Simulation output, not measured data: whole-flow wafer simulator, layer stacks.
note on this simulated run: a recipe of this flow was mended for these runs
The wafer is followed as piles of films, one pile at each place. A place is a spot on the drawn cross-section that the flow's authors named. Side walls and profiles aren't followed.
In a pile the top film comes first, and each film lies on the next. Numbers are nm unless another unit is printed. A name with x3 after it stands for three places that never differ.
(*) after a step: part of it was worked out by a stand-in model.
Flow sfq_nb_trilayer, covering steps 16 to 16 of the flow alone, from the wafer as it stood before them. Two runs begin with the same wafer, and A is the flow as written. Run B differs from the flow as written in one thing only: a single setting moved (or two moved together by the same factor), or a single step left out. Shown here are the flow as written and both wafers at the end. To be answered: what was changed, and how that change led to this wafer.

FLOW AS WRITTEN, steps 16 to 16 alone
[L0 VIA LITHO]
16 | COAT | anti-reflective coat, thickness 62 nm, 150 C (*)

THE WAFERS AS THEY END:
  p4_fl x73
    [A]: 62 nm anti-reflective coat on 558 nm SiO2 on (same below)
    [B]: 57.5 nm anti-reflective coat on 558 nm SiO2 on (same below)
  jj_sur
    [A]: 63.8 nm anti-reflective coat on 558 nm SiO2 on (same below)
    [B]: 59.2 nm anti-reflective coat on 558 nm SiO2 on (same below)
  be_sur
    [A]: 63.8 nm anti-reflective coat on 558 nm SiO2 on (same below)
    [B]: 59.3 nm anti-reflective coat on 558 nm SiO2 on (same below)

Cause: step 16, COAT: thickness 57.5 nm was run, while the flow as written has thickness 62 nm.
The wafer lets one read it off: p4_fl x73 has anti-reflective coat 57.5, and step 16 as written asks for 62 nm.

The path from the change to this, step by step:
  16 | COAT | anti-reflective coat, thickness 62 nm, 150 C (*)
      p4_fl x73: A +62 anti-reflective coat (new film) | B +57.5 anti-reflective coat (new film)
      jj_sur, ce_l, c5j, ce_r, sp_r, be_r, r_sur: A +63.8 anti-reflective coat (new film) | B +59.2 anti-reflective coat (new film)
      (as well as at 26 more places)
